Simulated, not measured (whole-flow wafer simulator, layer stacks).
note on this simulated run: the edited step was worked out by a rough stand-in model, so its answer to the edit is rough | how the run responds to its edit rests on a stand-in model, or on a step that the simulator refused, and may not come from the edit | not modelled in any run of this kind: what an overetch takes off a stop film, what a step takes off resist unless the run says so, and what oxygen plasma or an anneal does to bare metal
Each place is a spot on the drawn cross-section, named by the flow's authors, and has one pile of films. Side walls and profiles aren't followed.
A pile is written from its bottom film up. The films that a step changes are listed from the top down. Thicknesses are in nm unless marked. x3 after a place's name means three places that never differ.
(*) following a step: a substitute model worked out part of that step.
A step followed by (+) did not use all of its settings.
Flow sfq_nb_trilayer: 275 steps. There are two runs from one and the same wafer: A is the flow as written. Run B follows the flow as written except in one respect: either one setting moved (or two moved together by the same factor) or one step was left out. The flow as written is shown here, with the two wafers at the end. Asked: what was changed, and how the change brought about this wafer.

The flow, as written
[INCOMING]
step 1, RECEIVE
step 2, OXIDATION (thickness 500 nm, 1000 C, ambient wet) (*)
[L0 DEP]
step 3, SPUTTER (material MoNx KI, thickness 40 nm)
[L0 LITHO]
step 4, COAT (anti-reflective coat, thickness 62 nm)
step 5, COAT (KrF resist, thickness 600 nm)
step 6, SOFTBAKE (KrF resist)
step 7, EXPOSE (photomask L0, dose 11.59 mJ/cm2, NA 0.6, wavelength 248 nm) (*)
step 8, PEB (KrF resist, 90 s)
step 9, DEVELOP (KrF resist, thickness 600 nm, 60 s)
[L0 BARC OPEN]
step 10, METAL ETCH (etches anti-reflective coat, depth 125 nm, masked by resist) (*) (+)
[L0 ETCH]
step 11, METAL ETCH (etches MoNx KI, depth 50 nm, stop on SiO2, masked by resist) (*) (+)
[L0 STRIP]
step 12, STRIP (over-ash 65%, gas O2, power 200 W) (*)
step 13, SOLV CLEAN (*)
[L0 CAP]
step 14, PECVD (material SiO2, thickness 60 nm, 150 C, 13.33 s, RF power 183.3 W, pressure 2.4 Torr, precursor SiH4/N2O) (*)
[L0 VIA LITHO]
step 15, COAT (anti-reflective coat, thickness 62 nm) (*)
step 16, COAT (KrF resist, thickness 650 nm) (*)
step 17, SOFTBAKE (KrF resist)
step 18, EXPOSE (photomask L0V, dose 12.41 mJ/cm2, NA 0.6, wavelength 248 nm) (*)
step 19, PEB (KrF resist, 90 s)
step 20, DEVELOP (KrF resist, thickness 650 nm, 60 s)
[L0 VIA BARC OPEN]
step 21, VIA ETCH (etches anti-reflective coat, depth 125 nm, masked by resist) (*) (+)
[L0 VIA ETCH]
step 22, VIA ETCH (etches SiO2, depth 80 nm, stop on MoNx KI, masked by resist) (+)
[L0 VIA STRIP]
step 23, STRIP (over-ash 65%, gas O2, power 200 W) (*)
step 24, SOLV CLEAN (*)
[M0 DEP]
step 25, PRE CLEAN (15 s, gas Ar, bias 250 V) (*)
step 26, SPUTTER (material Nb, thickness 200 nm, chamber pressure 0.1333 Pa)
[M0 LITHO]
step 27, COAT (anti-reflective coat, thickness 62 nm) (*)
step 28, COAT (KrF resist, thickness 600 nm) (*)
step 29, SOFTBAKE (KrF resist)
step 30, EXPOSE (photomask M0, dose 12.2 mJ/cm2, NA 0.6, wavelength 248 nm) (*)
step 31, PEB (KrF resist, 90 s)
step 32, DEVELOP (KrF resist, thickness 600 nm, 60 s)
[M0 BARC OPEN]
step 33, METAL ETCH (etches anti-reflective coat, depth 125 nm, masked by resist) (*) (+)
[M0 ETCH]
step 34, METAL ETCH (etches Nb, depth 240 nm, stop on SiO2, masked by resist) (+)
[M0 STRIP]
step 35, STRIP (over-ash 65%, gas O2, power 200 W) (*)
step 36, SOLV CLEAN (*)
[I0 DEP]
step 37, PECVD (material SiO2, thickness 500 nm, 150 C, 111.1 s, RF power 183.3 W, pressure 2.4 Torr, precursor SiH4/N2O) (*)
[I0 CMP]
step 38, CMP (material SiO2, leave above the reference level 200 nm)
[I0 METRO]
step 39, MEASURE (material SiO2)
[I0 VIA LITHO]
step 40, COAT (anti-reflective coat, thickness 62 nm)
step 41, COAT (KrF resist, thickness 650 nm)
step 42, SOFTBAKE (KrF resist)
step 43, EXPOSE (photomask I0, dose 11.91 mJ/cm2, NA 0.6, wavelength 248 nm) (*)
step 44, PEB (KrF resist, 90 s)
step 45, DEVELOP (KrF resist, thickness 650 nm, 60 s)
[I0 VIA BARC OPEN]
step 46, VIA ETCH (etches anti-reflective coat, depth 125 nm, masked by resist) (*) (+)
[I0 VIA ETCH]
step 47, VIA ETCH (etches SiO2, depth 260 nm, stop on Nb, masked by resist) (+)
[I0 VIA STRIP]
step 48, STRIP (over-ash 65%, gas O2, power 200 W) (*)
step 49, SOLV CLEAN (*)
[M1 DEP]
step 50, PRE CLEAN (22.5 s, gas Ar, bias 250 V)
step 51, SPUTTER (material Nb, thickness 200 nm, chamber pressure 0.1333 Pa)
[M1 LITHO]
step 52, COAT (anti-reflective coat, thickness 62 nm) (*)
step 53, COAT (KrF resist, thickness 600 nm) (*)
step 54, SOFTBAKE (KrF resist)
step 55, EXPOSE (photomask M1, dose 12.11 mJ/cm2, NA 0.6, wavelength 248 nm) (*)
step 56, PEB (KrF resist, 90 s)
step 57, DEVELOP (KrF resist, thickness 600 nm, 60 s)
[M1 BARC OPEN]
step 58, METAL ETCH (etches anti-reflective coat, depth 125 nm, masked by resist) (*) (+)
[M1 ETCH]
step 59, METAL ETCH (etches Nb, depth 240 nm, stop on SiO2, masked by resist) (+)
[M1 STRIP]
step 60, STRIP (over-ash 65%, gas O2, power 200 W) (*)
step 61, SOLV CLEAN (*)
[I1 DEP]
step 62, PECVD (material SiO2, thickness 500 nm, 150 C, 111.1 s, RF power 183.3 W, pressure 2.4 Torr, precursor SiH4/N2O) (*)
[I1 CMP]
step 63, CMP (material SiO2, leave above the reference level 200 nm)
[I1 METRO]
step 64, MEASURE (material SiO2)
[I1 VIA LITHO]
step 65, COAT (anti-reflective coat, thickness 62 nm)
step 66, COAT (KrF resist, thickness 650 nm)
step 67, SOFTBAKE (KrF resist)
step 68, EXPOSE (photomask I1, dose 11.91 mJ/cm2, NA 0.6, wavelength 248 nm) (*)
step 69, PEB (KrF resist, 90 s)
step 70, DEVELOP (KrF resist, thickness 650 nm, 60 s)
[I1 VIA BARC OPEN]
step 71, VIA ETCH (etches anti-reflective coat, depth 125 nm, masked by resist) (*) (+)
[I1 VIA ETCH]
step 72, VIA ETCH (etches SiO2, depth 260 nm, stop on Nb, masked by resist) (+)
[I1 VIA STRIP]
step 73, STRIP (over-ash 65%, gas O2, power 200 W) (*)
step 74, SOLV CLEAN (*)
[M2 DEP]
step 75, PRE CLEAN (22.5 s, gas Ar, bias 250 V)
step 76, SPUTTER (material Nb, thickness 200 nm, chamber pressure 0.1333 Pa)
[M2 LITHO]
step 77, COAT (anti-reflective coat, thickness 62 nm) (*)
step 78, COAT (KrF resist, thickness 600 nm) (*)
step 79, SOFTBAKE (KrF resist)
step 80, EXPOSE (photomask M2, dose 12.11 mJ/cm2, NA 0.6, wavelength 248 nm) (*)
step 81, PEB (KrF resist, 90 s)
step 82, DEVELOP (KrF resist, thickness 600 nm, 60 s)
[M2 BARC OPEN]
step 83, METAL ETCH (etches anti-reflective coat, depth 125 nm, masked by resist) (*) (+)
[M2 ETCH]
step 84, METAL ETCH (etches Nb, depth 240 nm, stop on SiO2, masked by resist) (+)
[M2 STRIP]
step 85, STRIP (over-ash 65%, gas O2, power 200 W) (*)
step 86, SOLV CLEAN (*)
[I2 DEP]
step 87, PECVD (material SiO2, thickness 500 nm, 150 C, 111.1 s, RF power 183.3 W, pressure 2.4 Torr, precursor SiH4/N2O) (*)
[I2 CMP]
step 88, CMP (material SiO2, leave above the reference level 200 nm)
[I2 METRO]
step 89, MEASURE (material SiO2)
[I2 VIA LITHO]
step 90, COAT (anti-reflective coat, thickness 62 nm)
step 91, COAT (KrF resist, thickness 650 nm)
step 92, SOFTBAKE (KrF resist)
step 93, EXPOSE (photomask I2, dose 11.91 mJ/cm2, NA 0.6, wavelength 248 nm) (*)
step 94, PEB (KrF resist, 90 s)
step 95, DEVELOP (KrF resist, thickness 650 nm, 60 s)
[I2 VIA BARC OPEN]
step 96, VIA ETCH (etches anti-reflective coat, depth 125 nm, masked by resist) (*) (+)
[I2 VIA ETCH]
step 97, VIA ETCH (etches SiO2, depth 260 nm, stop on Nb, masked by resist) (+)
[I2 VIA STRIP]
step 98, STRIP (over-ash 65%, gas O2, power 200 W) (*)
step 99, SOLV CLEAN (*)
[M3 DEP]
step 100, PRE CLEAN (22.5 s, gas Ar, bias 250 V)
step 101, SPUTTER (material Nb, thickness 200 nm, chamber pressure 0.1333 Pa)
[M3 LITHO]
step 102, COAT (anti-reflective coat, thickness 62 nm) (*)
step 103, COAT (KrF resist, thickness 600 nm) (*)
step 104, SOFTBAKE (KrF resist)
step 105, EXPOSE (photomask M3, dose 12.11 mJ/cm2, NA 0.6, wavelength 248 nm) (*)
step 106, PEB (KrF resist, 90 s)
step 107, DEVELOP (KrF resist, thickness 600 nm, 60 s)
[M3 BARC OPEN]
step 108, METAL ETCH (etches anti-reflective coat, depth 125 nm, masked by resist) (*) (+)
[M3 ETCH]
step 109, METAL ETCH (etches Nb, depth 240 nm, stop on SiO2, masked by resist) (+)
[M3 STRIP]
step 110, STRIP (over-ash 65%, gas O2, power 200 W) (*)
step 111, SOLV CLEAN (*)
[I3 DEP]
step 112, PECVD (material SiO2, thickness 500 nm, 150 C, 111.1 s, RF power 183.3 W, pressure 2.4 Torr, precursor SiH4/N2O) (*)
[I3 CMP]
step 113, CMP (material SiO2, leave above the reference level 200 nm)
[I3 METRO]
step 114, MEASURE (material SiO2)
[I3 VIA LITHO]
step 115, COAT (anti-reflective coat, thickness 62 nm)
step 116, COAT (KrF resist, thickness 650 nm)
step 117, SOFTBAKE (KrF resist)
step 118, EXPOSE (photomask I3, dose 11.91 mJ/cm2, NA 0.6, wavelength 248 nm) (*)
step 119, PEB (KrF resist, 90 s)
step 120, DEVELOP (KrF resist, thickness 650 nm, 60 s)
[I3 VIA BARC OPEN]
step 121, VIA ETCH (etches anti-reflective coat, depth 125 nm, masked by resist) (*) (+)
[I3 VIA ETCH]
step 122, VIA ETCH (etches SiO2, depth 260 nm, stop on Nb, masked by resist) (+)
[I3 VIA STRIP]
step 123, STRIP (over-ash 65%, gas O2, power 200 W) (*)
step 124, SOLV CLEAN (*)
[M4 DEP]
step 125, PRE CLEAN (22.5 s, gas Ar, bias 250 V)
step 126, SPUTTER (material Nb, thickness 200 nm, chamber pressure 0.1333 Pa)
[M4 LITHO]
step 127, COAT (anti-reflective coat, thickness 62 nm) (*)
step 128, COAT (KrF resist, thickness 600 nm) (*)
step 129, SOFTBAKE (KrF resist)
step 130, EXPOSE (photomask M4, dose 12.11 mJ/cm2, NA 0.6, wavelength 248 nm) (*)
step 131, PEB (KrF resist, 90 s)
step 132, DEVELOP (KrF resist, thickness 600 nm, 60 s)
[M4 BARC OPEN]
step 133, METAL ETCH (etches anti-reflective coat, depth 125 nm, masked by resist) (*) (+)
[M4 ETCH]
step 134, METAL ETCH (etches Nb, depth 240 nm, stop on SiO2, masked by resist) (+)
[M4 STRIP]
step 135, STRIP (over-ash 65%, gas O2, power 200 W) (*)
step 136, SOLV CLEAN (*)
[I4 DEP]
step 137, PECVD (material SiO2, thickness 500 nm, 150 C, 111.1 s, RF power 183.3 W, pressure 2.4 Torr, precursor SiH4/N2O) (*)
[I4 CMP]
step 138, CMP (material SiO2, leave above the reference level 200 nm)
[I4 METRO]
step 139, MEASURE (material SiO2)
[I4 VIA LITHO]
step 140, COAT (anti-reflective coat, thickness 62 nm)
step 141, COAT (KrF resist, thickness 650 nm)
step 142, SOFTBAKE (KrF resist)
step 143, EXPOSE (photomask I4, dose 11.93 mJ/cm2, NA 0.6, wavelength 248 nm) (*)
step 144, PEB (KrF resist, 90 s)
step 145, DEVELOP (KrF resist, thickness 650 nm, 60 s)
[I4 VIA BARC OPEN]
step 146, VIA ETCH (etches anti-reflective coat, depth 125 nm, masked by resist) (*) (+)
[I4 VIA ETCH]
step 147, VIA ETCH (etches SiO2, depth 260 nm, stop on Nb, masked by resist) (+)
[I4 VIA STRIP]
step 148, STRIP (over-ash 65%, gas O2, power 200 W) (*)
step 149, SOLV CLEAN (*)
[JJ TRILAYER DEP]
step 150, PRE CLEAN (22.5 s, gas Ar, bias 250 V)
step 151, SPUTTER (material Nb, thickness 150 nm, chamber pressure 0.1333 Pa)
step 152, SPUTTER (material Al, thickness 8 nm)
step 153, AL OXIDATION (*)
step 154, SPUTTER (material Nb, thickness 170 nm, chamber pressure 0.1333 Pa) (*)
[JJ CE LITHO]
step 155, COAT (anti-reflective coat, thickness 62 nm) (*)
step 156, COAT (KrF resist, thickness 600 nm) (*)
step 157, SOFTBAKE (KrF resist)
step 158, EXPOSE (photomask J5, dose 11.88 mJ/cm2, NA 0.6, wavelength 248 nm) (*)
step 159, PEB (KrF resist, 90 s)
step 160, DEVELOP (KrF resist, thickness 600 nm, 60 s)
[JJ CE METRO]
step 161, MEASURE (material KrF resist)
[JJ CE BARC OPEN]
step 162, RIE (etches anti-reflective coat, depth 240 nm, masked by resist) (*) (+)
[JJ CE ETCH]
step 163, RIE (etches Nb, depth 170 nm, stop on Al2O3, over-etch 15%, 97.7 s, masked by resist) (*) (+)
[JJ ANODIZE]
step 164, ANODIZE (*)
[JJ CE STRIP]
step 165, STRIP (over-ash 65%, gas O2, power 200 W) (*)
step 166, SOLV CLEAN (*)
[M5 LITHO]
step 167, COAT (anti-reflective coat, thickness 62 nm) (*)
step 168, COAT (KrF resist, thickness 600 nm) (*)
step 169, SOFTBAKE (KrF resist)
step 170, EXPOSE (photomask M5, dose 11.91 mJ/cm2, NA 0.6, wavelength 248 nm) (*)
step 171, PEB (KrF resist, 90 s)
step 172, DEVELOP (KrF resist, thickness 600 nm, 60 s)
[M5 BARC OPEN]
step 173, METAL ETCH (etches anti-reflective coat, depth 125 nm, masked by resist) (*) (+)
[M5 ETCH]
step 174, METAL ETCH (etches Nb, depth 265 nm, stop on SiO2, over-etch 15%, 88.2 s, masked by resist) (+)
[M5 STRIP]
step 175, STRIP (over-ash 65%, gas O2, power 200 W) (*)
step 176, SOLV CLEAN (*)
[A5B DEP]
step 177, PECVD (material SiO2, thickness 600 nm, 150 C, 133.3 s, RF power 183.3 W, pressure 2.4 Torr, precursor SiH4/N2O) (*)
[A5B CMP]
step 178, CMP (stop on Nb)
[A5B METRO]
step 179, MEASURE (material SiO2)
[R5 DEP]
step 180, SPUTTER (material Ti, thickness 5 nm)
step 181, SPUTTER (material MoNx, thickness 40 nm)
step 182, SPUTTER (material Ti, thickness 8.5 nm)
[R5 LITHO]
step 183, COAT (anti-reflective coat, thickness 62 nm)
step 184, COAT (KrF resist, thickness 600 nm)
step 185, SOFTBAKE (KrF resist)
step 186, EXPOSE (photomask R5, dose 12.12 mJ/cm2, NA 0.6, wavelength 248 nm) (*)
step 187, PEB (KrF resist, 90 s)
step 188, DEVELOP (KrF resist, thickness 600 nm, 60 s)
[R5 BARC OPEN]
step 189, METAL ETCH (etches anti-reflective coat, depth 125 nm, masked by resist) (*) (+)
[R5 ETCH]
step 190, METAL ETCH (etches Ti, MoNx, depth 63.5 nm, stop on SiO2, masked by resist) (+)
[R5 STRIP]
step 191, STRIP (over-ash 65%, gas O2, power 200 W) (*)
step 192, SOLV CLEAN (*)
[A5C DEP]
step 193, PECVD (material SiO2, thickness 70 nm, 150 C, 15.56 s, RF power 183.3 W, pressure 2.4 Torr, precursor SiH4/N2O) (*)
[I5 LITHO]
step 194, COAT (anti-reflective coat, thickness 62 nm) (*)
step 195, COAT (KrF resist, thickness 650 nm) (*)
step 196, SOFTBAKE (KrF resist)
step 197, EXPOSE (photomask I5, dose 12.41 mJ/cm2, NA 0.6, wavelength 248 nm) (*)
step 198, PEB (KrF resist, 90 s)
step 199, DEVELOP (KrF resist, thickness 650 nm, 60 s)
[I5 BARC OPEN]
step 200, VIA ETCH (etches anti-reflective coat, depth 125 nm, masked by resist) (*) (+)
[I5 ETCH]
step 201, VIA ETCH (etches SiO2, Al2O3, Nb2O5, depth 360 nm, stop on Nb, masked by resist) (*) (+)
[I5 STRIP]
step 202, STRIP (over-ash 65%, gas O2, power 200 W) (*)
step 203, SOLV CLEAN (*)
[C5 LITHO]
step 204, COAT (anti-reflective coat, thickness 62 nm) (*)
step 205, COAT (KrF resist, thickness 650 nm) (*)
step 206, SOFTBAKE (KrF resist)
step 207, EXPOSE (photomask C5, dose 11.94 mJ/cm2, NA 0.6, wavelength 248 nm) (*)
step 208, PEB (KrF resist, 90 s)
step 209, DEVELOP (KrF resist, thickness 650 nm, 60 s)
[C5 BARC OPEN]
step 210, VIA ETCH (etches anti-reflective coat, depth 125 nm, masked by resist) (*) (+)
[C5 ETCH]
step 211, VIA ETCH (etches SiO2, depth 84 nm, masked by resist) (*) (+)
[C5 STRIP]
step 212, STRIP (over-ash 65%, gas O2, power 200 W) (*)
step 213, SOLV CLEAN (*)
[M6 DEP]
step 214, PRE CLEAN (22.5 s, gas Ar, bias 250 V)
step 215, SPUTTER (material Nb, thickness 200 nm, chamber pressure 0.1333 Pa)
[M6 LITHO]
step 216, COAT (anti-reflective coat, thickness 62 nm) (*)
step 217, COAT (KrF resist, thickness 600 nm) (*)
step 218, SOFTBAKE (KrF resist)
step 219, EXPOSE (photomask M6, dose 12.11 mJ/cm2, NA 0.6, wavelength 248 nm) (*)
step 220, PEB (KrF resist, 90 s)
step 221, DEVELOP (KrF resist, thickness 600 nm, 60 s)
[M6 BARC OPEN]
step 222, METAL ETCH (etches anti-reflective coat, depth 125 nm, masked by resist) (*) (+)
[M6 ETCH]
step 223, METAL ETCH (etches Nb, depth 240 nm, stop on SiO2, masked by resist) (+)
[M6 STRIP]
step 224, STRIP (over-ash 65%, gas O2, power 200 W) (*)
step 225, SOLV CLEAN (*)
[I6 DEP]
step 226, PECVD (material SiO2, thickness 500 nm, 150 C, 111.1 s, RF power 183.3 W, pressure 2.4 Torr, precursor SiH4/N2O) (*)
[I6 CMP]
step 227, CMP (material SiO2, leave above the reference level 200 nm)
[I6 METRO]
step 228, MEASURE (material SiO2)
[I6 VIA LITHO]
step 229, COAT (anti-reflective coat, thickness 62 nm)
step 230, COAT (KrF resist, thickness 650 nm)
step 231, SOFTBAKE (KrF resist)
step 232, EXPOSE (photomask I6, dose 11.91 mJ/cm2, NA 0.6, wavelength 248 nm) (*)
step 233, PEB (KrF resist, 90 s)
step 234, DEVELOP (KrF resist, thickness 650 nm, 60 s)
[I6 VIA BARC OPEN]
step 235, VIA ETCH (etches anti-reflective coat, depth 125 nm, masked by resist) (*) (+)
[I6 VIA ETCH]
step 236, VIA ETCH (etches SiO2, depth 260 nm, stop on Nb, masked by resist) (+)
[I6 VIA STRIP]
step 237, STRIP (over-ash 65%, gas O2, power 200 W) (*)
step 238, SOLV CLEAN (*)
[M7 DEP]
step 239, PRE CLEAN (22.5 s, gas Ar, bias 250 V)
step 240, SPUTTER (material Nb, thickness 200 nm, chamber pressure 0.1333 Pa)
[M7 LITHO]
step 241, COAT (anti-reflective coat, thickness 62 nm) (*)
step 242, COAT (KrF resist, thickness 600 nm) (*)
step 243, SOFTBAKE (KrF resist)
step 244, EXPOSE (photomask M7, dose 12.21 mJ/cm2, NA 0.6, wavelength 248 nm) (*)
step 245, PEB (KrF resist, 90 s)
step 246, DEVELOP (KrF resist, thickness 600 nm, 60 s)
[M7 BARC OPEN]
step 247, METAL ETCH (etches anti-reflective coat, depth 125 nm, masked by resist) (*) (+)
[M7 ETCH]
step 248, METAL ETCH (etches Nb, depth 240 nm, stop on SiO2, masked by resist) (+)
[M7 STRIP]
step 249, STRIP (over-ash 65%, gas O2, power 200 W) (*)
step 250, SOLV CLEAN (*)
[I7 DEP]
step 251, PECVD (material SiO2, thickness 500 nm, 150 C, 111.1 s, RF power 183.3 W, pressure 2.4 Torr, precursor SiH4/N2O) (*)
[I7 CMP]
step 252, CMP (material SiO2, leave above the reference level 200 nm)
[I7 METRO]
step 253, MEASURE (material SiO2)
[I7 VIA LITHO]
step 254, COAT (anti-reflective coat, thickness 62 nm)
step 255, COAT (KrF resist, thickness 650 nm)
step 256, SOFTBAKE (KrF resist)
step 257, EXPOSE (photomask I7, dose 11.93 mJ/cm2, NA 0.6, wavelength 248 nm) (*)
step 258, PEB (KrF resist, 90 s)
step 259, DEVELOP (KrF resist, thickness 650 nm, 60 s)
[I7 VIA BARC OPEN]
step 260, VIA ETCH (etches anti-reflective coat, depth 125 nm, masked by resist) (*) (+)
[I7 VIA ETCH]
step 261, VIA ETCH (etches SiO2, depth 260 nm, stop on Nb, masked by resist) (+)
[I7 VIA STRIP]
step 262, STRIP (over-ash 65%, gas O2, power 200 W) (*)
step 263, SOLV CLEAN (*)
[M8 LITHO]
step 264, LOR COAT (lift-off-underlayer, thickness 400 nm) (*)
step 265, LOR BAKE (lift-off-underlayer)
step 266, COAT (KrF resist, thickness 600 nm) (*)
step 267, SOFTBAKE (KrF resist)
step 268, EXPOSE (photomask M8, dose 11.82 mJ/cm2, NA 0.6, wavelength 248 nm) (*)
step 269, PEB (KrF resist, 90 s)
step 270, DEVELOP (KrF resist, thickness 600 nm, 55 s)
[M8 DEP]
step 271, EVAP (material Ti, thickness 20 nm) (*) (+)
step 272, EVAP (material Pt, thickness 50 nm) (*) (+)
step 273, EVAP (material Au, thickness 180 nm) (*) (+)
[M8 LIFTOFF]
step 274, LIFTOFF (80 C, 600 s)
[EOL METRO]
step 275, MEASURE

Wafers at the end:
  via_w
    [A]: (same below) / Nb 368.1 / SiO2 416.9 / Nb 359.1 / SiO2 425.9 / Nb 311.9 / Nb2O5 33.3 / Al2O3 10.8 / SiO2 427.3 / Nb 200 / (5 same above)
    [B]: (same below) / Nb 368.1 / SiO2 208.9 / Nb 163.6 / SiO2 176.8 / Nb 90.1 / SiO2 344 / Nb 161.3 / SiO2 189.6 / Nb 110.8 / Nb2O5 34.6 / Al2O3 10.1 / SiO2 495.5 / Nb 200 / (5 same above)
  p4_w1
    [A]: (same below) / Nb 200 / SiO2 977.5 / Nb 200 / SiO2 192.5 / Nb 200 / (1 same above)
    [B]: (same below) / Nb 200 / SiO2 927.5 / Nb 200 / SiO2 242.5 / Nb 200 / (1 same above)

The reason: step 62, PECVD: thickness 250 nm was run, though the flow has thickness 500 nm; step 62, PECVD: 55.56 s was run, where the flow has 111.1 s.

How this came from the change, step by step:
  step 62, PECVD (material SiO2, thickness 500 nm, 150 C, 111.1 s, RF power 183.3 W, pressure 2.4 Torr, precursor SiH4/N2O) (*)
      field_l, be, be_sur and 72 more: A SiO2 gains 500 | B SiO2 gains 250
      v_sur, via_wl, via_wr and 20 more: A SiO2 gains 500 (new film) | B SiO2 gains 250 (new film)
      (and at 8 other places as well)
  step 63, CMP (material SiO2, leave above the reference level 200 nm)
      field_l, be, be_sur and 72 more: A SiO2 loses 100 | B nothing
      lsp_m, ln_m6, lsp_r, l0_sur, l0v: A SiO2 loses 94.9 | B nothing
      (and at 26 other places as well)
  step 65, COAT (anti-reflective coat, thickness 62 nm)
      jj_sur, sp_r, p3_s1, p3_l2, p3_s2, p3_s5, p3_l6: A anti-reflective coat gains 62 (new film) | B anti-reflective coat gains 63.9 (new film)
      m0r_space_l, m0r_space_r, m6r_space_l, m6r_space_r, m7r_space_l, m7r_space_r: A anti-reflective coat gains 62 (new film) | B anti-reflective coat gains 80 (new film)
      (and at 77 other places as well)
  step 66, COAT (KrF resist, thickness 650 nm)
      m0r_line_l, m0r_line_r, m6r_line_l, m6r_line_r, m7r_line_l, m7r_line_r: A KrF resist gains 650 (new film) | B KrF resist gains 679.6 (new film)
      m0r_space_l, m0r_space_r, m6r_space_l, m6r_space_r, m7r_space_l, m7r_space_r: A KrF resist gains 650 (new film) | B KrF resist gains 669.1 (new film)
      (and at 56 other places as well)
  step 70, DEVELOP (KrF resist, thickness 650 nm, 60 s)
      via_v: A KrF resist loses 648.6 (all of it) | B KrF resist loses 594.9 (all of it)
  step 71, VIA ETCH (etches anti-reflective coat, depth 125 nm, masked by resist) (*) (+)
      field_l, v_sur, via_wl and 102 more: A KrF resist loses 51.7 | B KrF resist loses 41.8
      via_v: A anti-reflective coat loses 62 (all of it), SiO2 loses 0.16 | B anti-reflective coat loses 50.2 (all of it), SiO2 loses 0.13
  step 73, STRIP (over-ash 65%, gas O2, power 200 W) (*)
      m0r_line_l, m0r_line_r, m6r_line_l, m6r_line_r, m7r_line_l, m7r_line_r: A KrF resist loses 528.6 (all of it), anti-reflective coat loses 62 (all of it) | B KrF resist loses 568 (all of it), anti-reflective coat loses 62.4 (all of it)
      m0r_space_l, m0r_space_r, m6r_space_l, m6r_space_r, m7r_space_l, m7r_space_r: A KrF resist loses 528.6 (all of it), anti-reflective coat loses 62 (all of it) | B KrF resist loses 557.5 (all of it), anti-reflective coat loses 80 (all of it)
      (and at 93 other places as well)
  step 76, SPUTTER (material Nb, thickness 200 nm, chamber pressure 0.1333 Pa)
      be, lsp_l: A Nb gains 200 (new film) | B Nb gains 186.3 (new film)
      via_w: A Nb gains 200 (new film) | B Nb gains 163.6 (new film)
  step 77, COAT (anti-reflective coat, thickness 62 nm) (*)
      p3_l2, p3_s2, p3_s5, p3_l6: A anti-reflective coat gains 62 (new film) | B anti-reflective coat gains 63.8 (new film)
      wl_a_sr, wl_b_sl, wl_b_m5, wl_b_sr: A anti-reflective coat gains 62 (new film) | B anti-reflective coat gains 58.9 (new film)
      (and at 82 other places as well)
  step 78, COAT (KrF resist, thickness 600 nm) (*)
      m0r_line_l, m6r_line_l, m7r_line_l: A KrF resist gains 600 (new film) | B KrF resist gains 627.3 (new film)
      m0r_space_l, m6r_space_l, m7r_space_l: A KrF resist gains 600 (new film) | B KrF resist gains 619.3 (new film)
      (and at 65 other places as well)
  step 82, DEVELOP (KrF resist, thickness 600 nm, 60 s)
      m0r_line_l, m6r_line_l, m7r_line_l: A KrF resist loses 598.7 (all of it) | B KrF resist loses 626 (all of it)
      m0r_space_l, m6r_space_l, m7r_space_l: A KrF resist loses 598.7 (all of it) | B KrF resist loses 618 (all of it)
      (and at 43 other places as well)
  step 83, METAL ETCH (etches anti-reflective coat, depth 125 nm, masked by resist) (*) (+)
      m5r_linepad_l, m5r_linepad_r, r5r_spacepad_l, r5r_spacepad_r: A anti-reflective coat loses 62 (all of it) | B anti-reflective coat loses 125
      v_sur, via_wl, via_w and 19 more: A KrF resist loses 51.7 | B KrF resist loses 69.4
      (and at 64 other places as well)
  step 84, METAL ETCH (etches Nb, depth 240 nm, stop on SiO2, masked by resist) (+)
      m5r_linepad_l, m5r_linepad_r: A Nb loses 200 (all of it) | B anti-reflective coat loses 16.3 (all of it), Nb loses 200 (all of it)
      r5r_spacepad_l, r5r_spacepad_r: A Nb loses 200 (all of it) | B anti-reflective coat loses 17.1 (all of it), Nb loses 200 (all of it)
      (and at 2 other places as well)
  step 85, STRIP (over-ash 65%, gas O2, power 200 W) (*)
      wl_a_sr, wl_b_m5: A KrF resist loses 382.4 (all of it), anti-reflective coat loses 62 (all of it) | B KrF resist loses 351 (all of it), anti-reflective coat loses 58.9 (all of it)
      v_sur: A KrF resist loses 380 (all of it), anti-reflective coat loses 61.4 (all of it) | B KrF resist loses 286.5 (all of it), anti-reflective coat loses 41 (all of it)
      (and at 19 other places as well)
  step 87, PECVD (material SiO2, thickness 500 nm, 150 C, 111.1 s, RF power 183.3 W, pressure 2.4 Torr, precursor SiH4/N2O) (*)
      via_w: A SiO2 gains 500 (new film) | B SiO2 gains 601.5 (new film)
  step 88, CMP (material SiO2, leave above the reference level 200 nm)
      field_l, be, be_sur and 79 more: A SiO2 loses 100 | B nothing
      via_w: A SiO2 loses 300 | B SiO2 loses 157.1
  ... 40 further steps ...
  step 178, CMP (stop on Nb)
      via_w: A SiO2 loses 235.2 | B SiO2 loses 226.5
If metal films that touch count as one body, via_w has 7 bodies (between them, from the top down: SiO2 192.5; SiO2 495.5 / Al2O3 10.1 / Nb2O5 34.6; SiO2 189.6; SiO2 344; SiO2 176.8; SiO2 208.9); the flow as written gives 5 bodies (between them, from the top down: SiO2 192.5; SiO2 427.3 / Al2O3 10.8 / Nb2O5 33.3; SiO2 425.9; SiO2 416.9).
